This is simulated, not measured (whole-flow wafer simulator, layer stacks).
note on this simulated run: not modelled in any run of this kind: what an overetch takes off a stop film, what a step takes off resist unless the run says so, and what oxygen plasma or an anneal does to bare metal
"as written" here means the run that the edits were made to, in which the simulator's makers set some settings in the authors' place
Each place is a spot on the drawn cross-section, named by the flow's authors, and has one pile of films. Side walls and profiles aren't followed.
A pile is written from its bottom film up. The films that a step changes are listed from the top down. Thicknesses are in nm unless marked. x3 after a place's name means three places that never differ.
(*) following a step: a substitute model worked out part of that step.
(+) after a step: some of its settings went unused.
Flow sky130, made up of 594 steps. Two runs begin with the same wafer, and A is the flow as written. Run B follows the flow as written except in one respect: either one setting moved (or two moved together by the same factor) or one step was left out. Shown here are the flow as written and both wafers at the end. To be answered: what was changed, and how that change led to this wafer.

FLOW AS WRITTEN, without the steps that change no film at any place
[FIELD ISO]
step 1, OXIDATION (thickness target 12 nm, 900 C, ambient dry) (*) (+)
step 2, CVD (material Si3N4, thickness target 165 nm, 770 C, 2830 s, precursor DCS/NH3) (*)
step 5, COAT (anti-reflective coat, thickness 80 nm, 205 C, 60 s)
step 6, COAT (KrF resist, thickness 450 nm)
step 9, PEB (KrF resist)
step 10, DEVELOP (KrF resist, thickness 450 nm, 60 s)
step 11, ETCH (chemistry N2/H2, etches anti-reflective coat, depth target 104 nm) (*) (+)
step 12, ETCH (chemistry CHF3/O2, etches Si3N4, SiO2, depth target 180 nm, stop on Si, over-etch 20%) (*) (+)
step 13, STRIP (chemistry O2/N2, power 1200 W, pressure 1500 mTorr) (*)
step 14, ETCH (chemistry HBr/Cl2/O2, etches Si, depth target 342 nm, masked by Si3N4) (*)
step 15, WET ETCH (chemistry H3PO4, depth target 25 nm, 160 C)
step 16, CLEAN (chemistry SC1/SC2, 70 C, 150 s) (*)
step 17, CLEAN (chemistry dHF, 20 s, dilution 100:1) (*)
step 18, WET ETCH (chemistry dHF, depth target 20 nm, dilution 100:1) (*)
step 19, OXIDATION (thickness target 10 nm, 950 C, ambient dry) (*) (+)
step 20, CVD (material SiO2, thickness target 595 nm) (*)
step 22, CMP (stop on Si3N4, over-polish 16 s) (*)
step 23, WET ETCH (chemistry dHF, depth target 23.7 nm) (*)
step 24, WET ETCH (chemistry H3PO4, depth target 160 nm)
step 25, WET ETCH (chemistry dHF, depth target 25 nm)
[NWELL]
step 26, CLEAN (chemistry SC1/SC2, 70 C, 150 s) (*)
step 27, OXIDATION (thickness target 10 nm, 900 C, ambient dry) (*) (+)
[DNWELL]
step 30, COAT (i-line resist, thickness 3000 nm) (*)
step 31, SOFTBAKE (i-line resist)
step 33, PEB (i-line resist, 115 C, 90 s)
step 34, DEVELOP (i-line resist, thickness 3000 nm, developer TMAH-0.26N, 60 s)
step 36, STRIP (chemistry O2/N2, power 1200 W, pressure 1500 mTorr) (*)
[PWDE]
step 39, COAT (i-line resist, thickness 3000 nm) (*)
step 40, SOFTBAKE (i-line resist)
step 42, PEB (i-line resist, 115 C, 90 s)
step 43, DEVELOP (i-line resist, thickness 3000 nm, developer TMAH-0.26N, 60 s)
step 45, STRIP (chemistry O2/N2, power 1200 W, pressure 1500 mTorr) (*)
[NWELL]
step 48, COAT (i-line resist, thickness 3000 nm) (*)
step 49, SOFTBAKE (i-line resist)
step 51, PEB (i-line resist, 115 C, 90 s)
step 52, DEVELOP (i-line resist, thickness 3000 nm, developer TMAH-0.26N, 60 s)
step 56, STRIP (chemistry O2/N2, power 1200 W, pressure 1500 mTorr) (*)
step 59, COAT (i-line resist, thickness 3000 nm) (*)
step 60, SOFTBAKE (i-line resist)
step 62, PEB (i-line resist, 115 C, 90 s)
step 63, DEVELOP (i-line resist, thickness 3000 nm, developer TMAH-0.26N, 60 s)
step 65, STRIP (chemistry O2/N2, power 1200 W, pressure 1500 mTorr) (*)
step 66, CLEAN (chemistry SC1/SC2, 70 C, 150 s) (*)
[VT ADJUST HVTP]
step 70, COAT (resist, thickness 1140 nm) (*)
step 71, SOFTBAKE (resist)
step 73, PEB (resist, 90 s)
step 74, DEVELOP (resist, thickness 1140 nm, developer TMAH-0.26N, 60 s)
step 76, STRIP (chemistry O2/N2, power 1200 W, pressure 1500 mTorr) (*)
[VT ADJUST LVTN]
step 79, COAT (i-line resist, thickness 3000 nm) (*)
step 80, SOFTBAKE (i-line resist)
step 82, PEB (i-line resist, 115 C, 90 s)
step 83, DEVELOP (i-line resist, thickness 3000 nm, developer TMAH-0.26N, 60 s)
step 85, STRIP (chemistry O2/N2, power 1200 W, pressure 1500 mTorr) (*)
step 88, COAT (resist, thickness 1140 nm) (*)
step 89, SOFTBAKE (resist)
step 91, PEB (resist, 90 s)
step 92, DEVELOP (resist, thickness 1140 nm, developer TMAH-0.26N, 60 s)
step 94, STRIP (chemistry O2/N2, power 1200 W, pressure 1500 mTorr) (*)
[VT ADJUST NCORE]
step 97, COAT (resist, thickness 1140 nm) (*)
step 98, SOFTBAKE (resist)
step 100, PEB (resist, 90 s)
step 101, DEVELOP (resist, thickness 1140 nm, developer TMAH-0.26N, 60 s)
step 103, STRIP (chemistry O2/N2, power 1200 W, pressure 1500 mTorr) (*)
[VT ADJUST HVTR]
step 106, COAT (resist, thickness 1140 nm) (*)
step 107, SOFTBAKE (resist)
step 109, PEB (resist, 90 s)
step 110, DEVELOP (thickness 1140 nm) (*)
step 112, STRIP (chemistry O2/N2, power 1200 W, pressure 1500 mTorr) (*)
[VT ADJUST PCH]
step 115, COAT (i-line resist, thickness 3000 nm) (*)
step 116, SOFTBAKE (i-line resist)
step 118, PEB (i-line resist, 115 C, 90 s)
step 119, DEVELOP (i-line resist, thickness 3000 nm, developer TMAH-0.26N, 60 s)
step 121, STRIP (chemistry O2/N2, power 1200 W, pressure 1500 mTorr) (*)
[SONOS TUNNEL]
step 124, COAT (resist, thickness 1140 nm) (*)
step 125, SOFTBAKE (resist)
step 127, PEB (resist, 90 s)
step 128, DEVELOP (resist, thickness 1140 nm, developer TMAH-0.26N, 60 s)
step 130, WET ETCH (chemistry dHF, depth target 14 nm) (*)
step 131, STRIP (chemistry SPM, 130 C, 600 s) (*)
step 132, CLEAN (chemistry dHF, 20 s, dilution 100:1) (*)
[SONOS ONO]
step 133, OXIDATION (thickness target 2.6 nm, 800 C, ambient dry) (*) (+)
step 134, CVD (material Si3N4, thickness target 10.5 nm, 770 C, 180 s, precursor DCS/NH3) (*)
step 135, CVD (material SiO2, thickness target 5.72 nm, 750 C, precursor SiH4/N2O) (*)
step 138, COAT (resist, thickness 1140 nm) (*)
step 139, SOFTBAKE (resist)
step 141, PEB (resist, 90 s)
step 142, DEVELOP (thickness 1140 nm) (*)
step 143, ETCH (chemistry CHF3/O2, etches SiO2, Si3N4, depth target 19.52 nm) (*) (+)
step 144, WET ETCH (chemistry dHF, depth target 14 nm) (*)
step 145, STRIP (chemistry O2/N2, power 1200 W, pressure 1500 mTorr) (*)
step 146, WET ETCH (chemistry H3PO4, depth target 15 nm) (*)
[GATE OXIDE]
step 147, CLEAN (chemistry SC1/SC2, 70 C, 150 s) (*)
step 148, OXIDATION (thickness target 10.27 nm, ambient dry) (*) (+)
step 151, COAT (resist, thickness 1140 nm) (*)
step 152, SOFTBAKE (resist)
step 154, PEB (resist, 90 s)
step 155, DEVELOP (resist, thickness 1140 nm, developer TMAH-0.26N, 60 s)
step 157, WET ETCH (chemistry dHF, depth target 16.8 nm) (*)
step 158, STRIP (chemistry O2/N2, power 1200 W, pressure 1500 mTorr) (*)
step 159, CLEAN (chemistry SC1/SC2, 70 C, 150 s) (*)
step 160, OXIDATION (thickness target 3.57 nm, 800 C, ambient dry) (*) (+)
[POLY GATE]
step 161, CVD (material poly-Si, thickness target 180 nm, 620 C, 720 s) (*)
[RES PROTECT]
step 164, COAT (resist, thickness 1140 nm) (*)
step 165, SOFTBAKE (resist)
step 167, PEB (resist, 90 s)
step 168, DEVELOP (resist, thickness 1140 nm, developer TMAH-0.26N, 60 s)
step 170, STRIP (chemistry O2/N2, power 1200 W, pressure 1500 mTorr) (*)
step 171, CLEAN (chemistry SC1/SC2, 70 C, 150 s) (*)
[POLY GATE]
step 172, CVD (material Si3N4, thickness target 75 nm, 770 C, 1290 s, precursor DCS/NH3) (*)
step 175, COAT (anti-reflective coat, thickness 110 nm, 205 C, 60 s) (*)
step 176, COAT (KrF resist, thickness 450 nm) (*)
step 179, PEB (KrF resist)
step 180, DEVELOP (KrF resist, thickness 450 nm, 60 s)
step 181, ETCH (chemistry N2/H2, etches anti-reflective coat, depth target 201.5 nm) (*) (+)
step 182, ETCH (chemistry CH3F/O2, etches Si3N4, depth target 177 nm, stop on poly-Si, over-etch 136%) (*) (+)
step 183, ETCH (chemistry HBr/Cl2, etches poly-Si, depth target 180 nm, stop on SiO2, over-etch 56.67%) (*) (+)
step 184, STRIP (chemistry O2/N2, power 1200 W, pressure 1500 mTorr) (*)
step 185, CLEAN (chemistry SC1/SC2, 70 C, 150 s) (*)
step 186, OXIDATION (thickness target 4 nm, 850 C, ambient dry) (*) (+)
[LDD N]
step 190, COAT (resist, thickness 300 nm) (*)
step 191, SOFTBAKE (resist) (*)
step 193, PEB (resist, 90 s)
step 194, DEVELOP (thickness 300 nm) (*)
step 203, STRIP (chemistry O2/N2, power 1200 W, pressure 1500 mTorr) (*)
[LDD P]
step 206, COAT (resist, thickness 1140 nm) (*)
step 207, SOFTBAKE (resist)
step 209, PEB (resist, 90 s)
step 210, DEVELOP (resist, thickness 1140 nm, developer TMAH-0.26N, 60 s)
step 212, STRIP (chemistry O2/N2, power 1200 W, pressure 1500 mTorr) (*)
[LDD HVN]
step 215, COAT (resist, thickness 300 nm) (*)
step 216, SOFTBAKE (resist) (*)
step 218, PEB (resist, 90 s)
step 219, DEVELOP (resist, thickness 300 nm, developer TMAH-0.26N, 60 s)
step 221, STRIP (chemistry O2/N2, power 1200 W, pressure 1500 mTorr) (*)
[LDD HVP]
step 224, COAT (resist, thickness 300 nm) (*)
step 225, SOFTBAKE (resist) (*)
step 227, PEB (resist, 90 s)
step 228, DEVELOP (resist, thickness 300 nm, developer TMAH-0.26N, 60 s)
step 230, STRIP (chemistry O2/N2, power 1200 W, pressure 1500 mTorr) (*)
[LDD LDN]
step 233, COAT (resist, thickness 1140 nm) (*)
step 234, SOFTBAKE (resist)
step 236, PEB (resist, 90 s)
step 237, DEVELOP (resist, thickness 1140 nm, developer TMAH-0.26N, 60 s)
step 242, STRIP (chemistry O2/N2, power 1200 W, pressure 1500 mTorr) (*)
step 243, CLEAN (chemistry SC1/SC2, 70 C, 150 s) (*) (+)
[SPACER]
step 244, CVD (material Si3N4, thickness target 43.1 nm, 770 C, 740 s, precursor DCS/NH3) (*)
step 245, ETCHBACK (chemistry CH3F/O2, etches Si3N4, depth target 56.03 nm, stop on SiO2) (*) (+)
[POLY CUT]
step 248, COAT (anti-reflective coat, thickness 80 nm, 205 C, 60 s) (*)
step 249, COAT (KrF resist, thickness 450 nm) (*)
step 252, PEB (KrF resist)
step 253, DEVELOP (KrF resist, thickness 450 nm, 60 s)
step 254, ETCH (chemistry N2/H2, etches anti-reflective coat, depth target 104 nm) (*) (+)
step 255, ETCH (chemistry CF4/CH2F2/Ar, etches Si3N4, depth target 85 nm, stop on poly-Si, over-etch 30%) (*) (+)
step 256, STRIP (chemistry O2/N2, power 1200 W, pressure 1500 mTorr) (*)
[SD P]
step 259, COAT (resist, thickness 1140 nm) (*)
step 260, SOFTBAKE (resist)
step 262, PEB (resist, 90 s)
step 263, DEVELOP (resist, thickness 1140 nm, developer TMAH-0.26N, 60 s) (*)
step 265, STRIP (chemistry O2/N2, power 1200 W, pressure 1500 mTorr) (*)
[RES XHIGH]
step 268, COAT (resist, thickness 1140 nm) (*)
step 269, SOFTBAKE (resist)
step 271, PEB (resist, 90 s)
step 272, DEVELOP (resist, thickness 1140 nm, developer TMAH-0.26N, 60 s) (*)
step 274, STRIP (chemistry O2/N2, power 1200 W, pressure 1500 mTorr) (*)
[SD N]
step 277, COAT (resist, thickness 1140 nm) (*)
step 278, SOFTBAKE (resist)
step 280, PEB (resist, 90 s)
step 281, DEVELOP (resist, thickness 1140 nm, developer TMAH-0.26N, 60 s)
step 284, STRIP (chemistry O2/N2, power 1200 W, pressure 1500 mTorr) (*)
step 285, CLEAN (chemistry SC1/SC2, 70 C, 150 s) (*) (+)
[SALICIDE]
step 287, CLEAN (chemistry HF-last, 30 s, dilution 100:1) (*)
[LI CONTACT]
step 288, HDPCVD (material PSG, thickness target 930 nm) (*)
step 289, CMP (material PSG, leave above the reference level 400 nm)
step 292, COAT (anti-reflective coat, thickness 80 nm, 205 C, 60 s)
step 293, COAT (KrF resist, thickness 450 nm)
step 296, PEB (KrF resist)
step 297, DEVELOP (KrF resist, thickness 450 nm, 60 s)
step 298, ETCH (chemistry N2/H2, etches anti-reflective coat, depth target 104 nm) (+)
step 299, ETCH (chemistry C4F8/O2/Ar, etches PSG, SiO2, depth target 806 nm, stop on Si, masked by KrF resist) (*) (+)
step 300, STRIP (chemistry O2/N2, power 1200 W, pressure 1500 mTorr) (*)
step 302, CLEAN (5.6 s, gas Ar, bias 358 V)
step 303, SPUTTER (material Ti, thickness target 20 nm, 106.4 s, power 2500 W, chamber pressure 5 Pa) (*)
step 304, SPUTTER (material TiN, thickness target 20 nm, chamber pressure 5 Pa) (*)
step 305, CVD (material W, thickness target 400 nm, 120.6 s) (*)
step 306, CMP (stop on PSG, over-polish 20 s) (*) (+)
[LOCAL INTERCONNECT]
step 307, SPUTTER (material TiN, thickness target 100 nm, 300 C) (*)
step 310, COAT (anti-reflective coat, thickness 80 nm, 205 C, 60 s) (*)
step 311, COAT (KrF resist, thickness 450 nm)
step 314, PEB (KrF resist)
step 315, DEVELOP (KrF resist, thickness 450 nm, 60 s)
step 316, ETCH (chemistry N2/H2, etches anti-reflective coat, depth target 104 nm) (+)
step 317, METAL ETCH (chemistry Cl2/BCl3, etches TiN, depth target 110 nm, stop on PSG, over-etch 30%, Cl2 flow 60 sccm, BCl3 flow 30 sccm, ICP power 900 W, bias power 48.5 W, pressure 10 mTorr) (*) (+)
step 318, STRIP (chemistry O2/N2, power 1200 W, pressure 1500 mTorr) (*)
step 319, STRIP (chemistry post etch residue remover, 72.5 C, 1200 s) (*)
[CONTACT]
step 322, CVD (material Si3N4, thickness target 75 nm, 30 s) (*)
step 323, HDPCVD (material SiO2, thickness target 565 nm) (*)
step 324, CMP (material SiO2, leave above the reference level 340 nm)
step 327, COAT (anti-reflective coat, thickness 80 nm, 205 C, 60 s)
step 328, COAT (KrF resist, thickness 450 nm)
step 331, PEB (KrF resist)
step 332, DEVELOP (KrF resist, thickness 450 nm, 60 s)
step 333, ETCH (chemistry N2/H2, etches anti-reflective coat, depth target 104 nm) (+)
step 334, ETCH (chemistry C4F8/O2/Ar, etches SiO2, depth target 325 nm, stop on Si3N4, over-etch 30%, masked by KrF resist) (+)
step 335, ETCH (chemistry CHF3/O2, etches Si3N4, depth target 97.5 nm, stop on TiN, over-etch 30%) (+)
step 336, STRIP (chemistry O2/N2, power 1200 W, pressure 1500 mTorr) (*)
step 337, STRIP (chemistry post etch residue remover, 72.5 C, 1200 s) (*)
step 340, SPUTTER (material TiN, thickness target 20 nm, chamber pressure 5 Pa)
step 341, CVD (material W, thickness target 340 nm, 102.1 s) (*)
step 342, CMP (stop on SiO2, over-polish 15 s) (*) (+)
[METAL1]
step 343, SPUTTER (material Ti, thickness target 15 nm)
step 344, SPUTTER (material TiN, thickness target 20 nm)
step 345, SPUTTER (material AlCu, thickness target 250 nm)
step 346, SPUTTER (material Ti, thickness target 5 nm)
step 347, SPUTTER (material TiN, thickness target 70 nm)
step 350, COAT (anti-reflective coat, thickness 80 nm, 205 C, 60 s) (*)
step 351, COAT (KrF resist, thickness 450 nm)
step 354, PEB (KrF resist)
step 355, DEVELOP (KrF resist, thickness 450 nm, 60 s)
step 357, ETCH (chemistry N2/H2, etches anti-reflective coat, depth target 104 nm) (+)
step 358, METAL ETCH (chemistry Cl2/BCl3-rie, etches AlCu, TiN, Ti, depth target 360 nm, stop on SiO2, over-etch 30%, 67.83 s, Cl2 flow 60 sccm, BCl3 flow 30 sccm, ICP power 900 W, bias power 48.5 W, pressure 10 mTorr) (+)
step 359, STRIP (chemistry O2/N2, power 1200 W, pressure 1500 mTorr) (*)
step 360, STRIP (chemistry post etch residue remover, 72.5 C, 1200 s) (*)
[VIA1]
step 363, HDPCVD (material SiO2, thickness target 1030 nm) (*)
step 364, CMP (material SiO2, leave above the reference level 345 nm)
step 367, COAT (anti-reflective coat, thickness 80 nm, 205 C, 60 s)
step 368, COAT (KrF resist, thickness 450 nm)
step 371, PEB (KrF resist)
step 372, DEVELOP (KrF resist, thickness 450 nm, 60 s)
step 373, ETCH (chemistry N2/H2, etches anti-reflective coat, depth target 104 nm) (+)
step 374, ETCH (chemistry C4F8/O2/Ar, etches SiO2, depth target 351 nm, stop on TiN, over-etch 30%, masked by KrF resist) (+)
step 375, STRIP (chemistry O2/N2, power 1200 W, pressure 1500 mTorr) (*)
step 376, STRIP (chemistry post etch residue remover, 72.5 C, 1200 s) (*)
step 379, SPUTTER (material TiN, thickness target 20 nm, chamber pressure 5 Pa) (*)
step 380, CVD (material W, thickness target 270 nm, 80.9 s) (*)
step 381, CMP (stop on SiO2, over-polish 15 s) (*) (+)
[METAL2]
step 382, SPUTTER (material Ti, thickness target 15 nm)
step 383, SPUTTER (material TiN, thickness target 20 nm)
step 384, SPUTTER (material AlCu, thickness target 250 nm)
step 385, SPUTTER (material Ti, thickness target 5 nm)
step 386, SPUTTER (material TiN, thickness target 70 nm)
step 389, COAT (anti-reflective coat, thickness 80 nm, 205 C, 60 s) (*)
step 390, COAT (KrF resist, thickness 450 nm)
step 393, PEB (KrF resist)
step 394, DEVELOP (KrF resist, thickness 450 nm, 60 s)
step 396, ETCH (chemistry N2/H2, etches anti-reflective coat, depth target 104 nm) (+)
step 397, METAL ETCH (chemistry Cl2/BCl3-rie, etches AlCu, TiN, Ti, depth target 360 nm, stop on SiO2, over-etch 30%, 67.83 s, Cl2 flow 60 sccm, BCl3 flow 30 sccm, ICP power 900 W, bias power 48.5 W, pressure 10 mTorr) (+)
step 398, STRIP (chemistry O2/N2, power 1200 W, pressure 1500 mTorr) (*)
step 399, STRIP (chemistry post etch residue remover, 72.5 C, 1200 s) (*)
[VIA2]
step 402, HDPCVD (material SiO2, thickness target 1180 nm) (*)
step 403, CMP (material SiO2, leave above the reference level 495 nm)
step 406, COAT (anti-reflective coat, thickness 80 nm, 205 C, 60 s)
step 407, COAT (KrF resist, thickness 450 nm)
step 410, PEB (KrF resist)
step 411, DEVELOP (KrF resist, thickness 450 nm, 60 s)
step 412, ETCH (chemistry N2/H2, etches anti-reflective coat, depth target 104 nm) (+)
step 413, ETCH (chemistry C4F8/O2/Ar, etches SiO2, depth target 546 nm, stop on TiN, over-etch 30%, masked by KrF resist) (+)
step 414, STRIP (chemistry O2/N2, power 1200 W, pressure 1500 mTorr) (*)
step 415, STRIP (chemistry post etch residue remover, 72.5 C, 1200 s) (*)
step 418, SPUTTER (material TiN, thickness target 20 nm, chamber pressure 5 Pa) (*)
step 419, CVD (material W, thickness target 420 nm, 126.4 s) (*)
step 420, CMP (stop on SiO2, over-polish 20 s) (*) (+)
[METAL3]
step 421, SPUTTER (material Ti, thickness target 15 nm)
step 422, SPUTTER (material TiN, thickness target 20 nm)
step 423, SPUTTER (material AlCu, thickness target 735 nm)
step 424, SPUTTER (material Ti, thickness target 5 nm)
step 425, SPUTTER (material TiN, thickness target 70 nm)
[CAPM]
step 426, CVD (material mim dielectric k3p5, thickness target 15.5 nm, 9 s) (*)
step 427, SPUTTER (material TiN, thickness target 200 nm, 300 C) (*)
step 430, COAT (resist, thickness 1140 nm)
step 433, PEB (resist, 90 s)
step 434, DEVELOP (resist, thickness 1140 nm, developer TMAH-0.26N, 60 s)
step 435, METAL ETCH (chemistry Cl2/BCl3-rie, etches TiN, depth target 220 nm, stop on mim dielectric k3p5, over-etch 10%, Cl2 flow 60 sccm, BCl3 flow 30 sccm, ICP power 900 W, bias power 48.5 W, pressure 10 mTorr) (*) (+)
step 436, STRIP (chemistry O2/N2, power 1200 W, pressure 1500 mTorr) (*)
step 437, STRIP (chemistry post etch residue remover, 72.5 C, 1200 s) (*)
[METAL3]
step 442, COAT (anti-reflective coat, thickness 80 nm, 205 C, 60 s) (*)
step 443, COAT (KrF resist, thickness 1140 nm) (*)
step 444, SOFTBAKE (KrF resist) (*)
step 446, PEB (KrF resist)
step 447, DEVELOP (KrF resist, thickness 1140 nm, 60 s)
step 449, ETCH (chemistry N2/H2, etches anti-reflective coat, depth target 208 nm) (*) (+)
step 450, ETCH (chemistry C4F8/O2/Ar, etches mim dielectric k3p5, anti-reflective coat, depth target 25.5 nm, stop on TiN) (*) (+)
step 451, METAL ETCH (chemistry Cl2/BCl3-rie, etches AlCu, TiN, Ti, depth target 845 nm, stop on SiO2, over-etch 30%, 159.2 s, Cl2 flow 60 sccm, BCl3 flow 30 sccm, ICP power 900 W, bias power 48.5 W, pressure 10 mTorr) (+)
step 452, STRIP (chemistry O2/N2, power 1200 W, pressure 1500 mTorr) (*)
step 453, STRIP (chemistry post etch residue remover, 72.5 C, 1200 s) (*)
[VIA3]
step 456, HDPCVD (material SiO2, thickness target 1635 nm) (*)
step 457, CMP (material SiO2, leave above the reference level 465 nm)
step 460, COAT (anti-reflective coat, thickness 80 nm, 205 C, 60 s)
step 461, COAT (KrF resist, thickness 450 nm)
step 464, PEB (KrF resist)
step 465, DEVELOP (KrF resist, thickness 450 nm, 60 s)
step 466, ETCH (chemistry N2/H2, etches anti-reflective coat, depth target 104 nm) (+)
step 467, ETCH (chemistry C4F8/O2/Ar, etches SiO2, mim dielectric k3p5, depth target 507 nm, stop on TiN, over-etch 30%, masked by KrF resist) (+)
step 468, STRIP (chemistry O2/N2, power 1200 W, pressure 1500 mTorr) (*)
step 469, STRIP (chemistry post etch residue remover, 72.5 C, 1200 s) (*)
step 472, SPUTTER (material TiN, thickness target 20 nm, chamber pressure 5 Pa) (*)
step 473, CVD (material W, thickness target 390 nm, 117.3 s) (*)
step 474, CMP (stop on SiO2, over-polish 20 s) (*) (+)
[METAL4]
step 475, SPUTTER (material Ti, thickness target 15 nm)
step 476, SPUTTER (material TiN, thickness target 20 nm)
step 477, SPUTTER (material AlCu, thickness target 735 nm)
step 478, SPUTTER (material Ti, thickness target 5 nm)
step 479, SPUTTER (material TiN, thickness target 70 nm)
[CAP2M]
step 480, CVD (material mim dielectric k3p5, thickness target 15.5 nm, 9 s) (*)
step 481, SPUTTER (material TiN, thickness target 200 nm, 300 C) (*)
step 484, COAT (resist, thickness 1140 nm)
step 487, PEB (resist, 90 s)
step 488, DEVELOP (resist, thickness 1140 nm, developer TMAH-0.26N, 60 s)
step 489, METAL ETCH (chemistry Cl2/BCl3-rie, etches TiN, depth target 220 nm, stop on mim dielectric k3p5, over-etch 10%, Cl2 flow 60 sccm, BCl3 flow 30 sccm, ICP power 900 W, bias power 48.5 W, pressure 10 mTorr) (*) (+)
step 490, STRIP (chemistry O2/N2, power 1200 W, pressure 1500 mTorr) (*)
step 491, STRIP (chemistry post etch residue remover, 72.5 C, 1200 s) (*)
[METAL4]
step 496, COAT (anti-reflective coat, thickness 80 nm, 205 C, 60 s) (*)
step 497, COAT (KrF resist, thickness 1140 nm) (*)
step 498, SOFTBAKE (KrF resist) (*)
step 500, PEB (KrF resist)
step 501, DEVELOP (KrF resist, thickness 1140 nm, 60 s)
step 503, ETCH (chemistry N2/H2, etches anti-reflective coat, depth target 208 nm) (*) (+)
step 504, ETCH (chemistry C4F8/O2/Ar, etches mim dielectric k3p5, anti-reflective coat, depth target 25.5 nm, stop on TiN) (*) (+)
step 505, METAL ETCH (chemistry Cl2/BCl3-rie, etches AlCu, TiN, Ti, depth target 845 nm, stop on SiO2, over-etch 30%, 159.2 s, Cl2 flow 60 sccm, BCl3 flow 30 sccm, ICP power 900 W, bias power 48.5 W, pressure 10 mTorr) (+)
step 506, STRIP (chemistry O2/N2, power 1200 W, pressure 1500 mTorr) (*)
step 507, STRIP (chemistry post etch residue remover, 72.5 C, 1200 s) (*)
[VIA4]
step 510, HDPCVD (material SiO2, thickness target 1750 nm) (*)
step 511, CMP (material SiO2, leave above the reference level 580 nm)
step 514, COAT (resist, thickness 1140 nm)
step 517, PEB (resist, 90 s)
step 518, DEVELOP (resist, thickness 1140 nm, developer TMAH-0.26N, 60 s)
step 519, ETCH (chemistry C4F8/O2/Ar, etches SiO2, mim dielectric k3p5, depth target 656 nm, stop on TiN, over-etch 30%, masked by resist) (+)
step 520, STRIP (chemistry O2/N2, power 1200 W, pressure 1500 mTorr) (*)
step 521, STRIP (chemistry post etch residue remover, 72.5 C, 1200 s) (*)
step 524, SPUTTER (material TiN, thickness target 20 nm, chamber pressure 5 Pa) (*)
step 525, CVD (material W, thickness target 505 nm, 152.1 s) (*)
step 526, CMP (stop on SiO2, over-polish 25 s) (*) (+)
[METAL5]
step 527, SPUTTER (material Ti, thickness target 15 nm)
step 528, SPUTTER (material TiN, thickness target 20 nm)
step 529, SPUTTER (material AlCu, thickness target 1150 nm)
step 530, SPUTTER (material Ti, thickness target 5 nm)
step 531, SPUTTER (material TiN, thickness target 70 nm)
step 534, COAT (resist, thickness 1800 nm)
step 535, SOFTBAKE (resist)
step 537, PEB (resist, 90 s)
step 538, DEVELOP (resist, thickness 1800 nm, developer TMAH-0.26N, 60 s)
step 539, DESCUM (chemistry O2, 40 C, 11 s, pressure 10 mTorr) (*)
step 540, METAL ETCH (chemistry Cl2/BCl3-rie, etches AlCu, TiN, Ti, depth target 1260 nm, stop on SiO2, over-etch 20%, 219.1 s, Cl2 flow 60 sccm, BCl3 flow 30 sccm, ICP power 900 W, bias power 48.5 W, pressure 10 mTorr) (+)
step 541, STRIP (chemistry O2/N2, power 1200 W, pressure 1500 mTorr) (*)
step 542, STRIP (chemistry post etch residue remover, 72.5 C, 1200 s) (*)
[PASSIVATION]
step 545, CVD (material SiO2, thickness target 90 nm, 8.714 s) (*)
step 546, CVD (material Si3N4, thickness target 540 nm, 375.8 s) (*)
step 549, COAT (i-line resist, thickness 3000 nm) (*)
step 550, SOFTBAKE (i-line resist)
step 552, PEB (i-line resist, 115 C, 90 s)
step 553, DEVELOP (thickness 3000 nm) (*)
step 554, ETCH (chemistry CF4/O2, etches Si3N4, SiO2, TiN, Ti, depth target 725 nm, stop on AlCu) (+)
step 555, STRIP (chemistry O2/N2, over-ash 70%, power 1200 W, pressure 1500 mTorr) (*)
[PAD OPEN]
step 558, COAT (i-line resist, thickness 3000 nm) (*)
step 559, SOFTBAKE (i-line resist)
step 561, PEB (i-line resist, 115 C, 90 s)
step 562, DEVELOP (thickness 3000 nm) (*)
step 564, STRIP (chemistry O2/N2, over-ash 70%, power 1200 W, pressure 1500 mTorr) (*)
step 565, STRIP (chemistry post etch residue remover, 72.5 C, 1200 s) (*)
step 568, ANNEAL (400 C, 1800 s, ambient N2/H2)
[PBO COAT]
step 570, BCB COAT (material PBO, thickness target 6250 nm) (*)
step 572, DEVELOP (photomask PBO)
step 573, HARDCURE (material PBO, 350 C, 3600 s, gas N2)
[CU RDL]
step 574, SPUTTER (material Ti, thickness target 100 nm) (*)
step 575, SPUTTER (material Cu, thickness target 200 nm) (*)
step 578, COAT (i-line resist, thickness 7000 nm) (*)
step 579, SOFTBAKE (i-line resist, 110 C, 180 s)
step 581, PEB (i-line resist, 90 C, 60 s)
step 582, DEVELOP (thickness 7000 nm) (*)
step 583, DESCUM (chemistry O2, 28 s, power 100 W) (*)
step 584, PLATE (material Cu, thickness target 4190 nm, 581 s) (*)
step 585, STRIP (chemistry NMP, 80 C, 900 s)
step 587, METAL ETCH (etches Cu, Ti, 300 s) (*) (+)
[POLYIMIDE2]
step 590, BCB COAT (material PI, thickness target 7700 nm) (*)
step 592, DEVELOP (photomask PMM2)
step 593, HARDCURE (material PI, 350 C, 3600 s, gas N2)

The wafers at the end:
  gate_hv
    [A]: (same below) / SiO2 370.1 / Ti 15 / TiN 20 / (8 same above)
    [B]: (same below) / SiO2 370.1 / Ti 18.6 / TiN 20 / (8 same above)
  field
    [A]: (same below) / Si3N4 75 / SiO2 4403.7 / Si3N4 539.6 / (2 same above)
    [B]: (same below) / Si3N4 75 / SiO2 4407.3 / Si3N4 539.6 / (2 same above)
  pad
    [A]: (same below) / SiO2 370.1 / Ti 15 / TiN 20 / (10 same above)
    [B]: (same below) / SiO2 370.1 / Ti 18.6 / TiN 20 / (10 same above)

What caused this: step 475, SPUTTER: thickness target 18.6 nm was run, though the flow has thickness target 15 nm.
One can read it off the wafer: gate_hv has Ti 18.6, and step 475 as written asks for 15 nm.

Step by step, how the change led to this:
  step 475, SPUTTER (material Ti, thickness target 15 nm)
      field, active, n_well and 189 more: A +15 Ti (new film) | B +18.6 Ti (new film)
  step 505, METAL ETCH (chemistry Cl2/BCl3-rie, etches AlCu, TiN, Ti, depth target 845 nm, stop on SiO2, over-etch 30%, 159.2 s, Cl2 flow 60 sccm, BCl3 flow 30 sccm, ICP power 900 W, bias power 48.5 W, pressure 10 mTorr) (+)
      field, active, gate and 70 more: A -70 TiN (all of it), -5 Ti (all of it), -735 AlCu (all of it), -20 TiN (all of it), -15 Ti (all of it), -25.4 SiO2 | B -70 TiN (all of it), -5 Ti (all of it), -735 AlCu (all of it), -20 TiN (all of it), -18.6 Ti (all of it), -25 SiO2
      vpp_iso1, mim_edge_plate, m1_ln and 12 more: A -70 TiN (all of it), -5 Ti (all of it), -735 AlCu (all of it), -20 TiN (all of it), -15 Ti (all of it), -25.3 SiO2 | B -70 TiN (all of it), -5 Ti (all of it), -735 AlCu (all of it), -20 TiN (all of it), -18.6 Ti (all of it), -25 SiO2
